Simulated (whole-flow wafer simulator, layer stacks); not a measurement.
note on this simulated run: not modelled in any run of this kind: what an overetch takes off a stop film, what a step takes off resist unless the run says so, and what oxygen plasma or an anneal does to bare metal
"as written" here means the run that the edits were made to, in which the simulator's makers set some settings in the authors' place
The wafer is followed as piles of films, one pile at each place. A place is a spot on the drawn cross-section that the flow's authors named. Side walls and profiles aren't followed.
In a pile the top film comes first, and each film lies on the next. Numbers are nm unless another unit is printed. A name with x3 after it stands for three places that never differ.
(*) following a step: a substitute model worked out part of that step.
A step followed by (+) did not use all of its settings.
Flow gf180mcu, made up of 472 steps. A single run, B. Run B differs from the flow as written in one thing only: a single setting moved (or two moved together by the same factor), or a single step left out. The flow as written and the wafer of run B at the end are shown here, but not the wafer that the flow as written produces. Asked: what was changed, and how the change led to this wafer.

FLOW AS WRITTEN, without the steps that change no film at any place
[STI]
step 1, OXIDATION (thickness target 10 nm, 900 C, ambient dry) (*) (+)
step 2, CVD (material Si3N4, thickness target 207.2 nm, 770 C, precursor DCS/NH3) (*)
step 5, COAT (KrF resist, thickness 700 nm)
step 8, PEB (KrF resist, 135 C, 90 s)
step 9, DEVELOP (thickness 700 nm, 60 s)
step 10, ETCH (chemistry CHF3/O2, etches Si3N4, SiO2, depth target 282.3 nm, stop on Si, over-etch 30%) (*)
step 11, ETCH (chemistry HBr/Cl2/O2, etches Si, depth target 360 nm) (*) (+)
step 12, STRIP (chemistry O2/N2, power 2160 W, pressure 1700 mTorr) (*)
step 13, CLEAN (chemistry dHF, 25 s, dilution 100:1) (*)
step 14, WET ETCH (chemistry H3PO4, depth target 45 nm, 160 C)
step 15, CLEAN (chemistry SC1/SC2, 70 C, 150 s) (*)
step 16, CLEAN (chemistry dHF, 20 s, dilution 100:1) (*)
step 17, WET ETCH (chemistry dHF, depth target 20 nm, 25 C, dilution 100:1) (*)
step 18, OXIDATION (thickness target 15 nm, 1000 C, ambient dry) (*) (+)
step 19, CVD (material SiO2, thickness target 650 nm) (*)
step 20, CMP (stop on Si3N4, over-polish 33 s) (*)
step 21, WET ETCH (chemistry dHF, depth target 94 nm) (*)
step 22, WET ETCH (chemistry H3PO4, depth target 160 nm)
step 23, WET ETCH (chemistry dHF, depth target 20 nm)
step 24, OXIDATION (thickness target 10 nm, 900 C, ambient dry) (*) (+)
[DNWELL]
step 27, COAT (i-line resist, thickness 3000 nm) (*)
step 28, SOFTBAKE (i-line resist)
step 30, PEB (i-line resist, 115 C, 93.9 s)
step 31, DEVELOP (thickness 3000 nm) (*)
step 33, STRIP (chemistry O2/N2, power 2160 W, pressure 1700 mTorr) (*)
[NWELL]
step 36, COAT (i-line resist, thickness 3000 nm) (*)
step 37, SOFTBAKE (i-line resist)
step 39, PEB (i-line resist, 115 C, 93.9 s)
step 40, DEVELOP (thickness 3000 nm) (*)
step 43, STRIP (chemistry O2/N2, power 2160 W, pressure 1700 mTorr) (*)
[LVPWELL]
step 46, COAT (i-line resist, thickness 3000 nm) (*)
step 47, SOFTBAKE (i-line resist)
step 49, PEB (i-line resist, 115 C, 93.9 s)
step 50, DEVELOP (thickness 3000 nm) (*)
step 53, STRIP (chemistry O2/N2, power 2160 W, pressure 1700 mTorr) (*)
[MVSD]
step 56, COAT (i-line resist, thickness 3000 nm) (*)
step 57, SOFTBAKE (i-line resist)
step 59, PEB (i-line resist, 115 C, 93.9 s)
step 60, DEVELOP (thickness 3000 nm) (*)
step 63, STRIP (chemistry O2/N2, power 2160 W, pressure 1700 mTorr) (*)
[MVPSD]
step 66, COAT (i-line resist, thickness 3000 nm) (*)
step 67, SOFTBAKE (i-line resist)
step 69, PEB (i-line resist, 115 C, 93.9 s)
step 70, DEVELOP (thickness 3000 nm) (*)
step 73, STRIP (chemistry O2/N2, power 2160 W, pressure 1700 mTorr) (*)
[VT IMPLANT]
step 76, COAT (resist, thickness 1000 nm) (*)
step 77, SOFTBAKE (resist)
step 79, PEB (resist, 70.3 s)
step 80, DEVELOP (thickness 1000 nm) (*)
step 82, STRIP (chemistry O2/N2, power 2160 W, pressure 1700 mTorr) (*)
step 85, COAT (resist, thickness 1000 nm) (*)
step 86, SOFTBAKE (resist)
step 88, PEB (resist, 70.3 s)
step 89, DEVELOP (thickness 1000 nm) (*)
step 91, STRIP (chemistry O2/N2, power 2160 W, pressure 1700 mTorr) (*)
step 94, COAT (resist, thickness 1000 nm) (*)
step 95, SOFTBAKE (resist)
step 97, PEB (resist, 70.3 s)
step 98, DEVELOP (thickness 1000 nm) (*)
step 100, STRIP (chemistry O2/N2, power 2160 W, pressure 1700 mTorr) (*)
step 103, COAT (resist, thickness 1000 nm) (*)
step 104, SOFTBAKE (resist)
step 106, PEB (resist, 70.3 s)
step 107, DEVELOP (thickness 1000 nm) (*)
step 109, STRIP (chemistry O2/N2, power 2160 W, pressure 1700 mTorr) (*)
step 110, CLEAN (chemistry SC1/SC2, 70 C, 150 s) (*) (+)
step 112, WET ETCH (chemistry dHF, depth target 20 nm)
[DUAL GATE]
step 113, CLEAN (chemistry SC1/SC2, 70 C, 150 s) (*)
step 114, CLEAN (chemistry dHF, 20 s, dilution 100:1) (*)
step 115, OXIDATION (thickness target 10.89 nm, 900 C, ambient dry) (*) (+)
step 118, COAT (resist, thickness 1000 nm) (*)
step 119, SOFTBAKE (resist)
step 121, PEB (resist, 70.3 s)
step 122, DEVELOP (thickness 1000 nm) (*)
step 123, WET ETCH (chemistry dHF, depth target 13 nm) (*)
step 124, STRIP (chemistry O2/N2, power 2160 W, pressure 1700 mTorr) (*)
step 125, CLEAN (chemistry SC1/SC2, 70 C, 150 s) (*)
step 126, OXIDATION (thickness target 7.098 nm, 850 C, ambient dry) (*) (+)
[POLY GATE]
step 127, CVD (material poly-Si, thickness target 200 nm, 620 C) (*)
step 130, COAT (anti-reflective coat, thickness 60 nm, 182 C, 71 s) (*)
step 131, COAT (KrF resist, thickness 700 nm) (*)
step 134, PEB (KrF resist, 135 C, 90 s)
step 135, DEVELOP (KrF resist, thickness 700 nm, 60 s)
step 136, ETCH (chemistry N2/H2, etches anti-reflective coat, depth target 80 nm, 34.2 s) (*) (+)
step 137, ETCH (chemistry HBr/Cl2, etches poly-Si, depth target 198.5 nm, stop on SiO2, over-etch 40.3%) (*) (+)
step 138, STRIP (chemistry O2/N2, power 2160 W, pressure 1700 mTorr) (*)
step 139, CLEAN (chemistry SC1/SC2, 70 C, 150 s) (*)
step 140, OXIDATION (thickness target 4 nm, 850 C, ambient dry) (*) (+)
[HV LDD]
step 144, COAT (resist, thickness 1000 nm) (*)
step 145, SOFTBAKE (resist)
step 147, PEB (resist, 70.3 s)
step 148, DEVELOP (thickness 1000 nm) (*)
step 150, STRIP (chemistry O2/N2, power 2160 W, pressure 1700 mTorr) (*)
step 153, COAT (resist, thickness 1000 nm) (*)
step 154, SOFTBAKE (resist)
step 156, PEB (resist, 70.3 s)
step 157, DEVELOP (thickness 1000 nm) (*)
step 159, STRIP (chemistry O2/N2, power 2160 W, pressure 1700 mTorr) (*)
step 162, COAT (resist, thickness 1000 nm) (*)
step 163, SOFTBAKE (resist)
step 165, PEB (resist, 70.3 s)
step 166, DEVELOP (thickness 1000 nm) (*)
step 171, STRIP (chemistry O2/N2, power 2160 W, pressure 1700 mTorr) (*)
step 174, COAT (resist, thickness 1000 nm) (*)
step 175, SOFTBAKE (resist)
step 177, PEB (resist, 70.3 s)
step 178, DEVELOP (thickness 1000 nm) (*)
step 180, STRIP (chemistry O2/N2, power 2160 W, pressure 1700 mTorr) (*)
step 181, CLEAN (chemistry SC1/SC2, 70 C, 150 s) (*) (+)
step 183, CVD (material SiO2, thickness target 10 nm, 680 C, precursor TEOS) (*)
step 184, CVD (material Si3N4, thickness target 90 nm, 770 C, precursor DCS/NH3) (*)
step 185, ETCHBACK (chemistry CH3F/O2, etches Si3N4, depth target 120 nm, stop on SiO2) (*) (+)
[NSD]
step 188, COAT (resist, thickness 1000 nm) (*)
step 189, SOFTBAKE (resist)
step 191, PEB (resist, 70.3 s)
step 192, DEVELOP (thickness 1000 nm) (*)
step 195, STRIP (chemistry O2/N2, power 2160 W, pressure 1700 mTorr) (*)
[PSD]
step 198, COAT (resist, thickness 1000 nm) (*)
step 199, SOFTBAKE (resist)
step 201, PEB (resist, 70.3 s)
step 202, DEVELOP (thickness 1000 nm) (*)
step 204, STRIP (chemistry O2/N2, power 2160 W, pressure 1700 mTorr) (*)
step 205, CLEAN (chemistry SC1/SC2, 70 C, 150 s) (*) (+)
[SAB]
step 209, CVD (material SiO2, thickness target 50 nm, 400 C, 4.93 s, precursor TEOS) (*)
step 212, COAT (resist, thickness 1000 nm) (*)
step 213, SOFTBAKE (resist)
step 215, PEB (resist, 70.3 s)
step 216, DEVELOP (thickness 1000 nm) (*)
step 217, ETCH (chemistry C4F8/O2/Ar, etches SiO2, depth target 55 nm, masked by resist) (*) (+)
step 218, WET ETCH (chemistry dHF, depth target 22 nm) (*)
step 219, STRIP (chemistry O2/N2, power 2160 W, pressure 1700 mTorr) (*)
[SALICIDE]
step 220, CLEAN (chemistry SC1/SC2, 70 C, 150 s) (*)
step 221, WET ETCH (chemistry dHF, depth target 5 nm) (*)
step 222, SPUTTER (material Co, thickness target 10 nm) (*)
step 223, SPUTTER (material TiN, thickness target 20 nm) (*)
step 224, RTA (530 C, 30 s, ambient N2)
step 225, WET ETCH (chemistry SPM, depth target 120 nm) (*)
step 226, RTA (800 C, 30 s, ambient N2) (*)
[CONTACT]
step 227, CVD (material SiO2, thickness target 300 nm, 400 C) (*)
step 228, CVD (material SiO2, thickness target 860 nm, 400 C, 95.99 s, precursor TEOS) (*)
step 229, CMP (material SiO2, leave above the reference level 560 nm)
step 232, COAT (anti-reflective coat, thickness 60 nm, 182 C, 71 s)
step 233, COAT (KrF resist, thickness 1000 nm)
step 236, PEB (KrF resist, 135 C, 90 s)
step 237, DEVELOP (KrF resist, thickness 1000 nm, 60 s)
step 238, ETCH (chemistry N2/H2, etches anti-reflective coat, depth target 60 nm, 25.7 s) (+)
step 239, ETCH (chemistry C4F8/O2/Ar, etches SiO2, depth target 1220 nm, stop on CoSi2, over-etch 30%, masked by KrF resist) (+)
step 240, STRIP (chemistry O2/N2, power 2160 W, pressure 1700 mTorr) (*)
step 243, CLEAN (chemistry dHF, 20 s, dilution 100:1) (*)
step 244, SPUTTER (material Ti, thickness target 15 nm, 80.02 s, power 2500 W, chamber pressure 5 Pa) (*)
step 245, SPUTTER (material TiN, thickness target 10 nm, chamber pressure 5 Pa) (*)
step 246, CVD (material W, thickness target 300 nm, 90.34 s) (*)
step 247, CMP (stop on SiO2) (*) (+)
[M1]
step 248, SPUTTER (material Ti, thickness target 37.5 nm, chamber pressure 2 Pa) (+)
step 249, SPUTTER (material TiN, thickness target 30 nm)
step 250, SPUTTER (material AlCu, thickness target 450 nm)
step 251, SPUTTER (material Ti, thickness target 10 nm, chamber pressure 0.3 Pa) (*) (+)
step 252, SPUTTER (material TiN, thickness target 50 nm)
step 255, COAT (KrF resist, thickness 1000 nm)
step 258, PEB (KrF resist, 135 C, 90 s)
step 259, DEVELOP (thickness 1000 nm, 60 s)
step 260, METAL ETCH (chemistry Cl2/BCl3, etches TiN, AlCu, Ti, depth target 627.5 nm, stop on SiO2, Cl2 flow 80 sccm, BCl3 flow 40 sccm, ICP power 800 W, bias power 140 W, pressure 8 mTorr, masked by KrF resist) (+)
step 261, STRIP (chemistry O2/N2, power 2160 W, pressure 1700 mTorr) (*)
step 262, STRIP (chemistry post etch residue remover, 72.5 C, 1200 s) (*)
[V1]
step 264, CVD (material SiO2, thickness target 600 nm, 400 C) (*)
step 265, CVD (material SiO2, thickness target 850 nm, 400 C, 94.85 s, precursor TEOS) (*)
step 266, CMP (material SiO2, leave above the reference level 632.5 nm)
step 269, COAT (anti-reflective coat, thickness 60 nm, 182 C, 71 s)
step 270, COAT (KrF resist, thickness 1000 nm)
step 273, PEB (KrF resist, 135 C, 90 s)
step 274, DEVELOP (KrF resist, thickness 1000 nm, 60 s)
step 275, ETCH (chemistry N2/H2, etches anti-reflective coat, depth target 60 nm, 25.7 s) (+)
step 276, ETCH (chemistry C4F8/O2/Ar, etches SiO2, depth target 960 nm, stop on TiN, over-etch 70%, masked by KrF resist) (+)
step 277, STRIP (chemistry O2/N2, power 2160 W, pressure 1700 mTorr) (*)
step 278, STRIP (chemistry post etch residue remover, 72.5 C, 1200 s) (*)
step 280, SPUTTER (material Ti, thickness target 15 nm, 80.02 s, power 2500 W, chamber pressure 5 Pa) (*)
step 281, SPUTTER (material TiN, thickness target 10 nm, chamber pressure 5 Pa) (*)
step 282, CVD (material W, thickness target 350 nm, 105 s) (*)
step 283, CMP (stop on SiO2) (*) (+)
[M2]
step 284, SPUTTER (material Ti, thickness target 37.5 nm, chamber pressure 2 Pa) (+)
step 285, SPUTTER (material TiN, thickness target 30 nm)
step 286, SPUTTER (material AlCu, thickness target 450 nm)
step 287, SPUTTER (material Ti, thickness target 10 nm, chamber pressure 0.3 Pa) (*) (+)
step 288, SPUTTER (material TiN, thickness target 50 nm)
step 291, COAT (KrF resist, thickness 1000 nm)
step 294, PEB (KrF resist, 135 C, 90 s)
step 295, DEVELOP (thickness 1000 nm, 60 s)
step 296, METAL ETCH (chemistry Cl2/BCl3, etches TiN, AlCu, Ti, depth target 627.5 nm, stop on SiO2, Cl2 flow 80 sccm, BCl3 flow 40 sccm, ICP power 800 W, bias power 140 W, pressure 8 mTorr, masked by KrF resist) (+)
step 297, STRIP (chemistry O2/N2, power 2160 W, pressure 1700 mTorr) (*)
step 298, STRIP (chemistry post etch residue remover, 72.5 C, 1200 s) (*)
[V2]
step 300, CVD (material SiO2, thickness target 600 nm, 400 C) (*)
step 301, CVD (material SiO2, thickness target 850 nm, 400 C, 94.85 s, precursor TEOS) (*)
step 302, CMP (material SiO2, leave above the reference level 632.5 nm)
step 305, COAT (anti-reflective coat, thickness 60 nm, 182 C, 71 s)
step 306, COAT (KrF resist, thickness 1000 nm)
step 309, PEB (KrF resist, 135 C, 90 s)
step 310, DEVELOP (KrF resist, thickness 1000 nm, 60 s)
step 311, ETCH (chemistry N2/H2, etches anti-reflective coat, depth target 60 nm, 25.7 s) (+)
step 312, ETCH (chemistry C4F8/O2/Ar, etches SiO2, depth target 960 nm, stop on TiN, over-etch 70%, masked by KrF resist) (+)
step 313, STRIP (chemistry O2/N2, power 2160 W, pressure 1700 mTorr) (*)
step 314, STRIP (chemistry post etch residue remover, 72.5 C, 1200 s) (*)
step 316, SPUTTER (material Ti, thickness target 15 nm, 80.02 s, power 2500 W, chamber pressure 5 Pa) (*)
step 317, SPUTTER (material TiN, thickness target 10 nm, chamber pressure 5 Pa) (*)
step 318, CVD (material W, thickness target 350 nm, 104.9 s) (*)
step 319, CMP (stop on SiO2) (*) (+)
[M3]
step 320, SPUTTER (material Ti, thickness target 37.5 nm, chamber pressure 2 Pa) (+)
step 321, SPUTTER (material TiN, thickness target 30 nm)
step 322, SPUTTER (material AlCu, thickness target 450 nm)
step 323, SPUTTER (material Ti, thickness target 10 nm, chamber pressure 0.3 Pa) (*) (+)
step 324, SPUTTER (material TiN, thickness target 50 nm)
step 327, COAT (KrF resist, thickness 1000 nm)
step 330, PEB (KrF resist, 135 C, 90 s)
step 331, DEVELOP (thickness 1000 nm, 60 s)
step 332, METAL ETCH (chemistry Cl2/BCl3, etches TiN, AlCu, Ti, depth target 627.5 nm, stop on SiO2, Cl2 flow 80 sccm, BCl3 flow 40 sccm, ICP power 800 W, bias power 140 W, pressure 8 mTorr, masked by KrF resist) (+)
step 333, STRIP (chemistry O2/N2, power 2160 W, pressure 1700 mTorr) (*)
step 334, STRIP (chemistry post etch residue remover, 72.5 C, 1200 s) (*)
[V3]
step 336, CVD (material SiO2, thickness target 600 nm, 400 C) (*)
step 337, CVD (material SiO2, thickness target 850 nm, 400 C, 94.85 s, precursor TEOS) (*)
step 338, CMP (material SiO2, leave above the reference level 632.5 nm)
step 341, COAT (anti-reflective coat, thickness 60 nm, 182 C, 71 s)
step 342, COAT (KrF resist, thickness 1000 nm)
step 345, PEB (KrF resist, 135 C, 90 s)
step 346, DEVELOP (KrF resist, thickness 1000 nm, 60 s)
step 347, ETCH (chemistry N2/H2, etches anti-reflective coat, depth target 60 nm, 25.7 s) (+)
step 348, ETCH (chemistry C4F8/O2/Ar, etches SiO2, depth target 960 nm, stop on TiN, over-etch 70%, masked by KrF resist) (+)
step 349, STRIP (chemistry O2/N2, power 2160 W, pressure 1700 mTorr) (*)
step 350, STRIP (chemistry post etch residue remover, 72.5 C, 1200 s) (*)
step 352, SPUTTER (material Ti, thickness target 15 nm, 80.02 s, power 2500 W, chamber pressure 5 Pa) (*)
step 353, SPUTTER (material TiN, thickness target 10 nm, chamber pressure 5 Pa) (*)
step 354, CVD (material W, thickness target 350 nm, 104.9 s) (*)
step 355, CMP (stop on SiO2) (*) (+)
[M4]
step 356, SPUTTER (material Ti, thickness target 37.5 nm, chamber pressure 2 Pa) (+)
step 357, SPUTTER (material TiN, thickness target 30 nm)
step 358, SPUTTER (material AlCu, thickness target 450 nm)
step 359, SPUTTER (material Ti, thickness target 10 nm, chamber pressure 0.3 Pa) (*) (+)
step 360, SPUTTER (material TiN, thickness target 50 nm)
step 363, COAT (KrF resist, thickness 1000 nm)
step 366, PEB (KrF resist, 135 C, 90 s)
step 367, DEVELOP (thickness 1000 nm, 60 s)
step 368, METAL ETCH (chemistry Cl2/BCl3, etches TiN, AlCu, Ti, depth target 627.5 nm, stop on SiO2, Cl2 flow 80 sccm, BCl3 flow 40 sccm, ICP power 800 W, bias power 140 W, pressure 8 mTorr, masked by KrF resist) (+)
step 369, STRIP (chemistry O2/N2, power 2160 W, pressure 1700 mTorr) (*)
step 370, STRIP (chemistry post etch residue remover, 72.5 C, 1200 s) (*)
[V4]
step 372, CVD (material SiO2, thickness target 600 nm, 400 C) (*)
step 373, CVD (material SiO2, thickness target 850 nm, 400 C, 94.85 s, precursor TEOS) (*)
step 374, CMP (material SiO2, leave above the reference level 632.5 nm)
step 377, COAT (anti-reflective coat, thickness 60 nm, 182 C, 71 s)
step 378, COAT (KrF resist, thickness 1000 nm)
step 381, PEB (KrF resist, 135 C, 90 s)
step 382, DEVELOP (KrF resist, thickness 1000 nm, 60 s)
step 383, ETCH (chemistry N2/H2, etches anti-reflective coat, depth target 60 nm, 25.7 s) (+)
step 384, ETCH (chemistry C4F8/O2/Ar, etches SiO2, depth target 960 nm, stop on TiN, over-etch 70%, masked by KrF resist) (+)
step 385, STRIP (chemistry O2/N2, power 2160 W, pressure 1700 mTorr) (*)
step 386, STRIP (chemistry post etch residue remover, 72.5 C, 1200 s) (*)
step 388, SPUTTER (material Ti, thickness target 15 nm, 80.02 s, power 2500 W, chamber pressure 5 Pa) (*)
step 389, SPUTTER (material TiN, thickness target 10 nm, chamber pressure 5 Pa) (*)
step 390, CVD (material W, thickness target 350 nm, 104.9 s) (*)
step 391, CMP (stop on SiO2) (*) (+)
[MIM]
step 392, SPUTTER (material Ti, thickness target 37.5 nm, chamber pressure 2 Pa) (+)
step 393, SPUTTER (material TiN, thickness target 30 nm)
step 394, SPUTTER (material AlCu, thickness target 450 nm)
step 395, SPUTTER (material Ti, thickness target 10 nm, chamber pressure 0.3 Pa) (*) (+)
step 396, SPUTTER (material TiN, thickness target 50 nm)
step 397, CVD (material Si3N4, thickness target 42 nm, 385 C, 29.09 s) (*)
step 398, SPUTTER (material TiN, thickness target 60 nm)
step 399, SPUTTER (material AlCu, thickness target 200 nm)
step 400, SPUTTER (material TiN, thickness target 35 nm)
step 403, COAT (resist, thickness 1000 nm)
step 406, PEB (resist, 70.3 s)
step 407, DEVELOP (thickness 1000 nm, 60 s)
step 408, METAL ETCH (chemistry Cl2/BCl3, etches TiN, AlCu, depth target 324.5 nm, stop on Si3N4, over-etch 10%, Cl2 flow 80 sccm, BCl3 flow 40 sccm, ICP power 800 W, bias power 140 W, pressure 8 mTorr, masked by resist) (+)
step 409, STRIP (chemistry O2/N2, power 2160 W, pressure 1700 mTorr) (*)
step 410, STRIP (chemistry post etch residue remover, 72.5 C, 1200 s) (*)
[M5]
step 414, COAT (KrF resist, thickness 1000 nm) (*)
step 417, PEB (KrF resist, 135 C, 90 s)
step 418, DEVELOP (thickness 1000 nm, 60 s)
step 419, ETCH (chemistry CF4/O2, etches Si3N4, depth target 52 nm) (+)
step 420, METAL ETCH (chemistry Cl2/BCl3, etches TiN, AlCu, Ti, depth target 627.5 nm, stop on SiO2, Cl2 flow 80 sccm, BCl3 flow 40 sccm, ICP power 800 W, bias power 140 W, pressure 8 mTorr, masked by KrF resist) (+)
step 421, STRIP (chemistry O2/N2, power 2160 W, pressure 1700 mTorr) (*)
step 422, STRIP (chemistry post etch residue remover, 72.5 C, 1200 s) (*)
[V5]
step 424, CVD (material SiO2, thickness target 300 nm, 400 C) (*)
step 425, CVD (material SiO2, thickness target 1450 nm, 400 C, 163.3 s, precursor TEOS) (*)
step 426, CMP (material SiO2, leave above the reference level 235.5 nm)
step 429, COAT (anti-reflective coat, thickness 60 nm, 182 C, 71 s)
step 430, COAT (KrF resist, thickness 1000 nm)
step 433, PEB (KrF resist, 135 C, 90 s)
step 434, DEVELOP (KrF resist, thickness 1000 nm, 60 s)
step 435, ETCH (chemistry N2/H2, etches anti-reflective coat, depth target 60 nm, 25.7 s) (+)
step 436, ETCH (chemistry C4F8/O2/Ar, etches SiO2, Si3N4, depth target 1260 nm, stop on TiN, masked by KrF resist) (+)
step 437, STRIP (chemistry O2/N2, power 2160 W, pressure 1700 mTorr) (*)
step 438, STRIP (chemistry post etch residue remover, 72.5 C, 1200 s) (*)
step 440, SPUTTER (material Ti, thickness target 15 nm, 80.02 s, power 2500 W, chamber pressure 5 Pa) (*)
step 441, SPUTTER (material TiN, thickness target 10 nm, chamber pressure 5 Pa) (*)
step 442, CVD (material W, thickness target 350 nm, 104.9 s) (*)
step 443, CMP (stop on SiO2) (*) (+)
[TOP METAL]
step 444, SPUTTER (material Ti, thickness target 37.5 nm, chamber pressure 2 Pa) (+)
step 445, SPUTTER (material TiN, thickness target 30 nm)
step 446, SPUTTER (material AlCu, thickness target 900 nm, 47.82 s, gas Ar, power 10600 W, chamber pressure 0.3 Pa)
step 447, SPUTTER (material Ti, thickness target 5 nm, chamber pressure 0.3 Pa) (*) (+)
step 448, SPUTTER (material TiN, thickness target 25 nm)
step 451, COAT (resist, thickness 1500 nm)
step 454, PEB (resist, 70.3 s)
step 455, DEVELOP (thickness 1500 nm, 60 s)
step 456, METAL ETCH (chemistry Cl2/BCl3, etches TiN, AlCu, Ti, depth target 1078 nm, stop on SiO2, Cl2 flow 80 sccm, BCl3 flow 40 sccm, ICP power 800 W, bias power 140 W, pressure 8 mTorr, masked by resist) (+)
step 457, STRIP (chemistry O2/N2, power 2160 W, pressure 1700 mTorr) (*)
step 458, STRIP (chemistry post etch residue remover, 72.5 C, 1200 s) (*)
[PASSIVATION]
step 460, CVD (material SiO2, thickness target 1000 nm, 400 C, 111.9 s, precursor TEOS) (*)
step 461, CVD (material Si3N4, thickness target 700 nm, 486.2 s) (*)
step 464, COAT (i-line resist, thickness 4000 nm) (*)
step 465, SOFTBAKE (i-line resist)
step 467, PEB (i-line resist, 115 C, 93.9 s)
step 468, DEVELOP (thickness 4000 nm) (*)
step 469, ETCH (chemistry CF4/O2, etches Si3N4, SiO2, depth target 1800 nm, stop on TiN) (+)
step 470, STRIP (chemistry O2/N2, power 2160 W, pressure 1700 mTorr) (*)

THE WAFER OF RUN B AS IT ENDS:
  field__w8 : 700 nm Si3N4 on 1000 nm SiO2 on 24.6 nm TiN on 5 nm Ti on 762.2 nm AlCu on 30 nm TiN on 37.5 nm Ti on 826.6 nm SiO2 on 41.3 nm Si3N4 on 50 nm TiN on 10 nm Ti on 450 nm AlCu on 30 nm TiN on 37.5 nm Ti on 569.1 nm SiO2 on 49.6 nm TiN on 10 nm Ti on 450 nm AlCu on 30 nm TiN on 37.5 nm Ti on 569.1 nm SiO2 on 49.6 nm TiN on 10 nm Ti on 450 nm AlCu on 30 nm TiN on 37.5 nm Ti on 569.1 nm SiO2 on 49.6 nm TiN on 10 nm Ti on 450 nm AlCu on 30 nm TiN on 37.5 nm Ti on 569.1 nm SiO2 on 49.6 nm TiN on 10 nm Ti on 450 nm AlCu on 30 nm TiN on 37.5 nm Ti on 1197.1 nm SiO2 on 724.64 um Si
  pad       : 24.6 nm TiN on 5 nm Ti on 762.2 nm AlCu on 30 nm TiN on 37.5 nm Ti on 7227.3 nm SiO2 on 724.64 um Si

Cause: step 446, SPUTTER: 40.65 s was run, though the flow has 47.82 s.

Step by step, how the change led to this:
  step 446, SPUTTER (material AlCu, thickness target 900 nm, 47.82 s, gas Ar, power 10600 W, chamber pressure 0.3 Pa)
      field, field__w1, field__w2 and 109 more: AlCu gains 762.2 (new film) (as written it would have been: AlCu gains 900 (new film))
  step 456, METAL ETCH (chemistry Cl2/BCl3, etches TiN, AlCu, Ti, depth target 1078 nm, stop on SiO2, Cl2 flow 80 sccm, BCl3 flow 40 sccm, ICP power 800 W, bias power 140 W, pressure 8 mTorr, masked by resist) (+)
      field, field__w1, field__w2 and 103 more: TiN loses 25 (all of it), Ti loses 5 (all of it), AlCu loses 762.2 (all of it), TiN loses 30 (all of it), Ti loses 37.5 (all of it) (as written it would have been: TiN loses 25 (all of it), Ti loses 5 (all of it), AlCu loses 900 (all of it), TiN loses 30 (all of it), Ti loses 37.5 (all of it))
  step 464, COAT (i-line resist, thickness 4000 nm) (*)
      field__w8: i-line resist gains 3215 (new film) (as written it would have been: i-line resist gains 3093.1 (new film))
      contact: i-line resist gains 3262.7 (new film) (as written it would have been: i-line resist gains 3153.6 (new film))
      (as well as at 4 more places)
  step 465, SOFTBAKE (i-line resist)
      field__w11, field__w13: i-line resist gains 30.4 (as written it would have been: i-line resist gains 37.6)
      ld_acc_p, ld_fp_p: i-line resist gains 27.3 (as written it would have been: i-line resist gains 33.8)
      (as well as at 65 more places)
  step 467, PEB (i-line resist, 115 C, 93.9 s)
      field__w8, m1__w1: i-line resist loses 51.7 (as written it would have been: i-line resist loses 49.2)
      contact, m1: i-line resist loses 52 (as written it would have been: i-line resist loses 49.6)
      (as well as at 2 more places)
  step 468, DEVELOP (thickness 4000 nm) (*)
      pad: i-line resist loses 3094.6 (all of it) (as written it would have been: i-line resist loses 2960.4 (all of it))
  step 470, STRIP (chemistry O2/N2, power 2160 W, pressure 1700 mTorr) (*)
      field__w8, m1__w1: i-line resist loses 1908 (all of it) (as written it would have been: i-line resist loses 1775.9 (all of it))
      contact: i-line resist loses 1925.7 (all of it) (as written it would have been: i-line resist loses 1798.3 (all of it))
      (as well as at 2 more places)
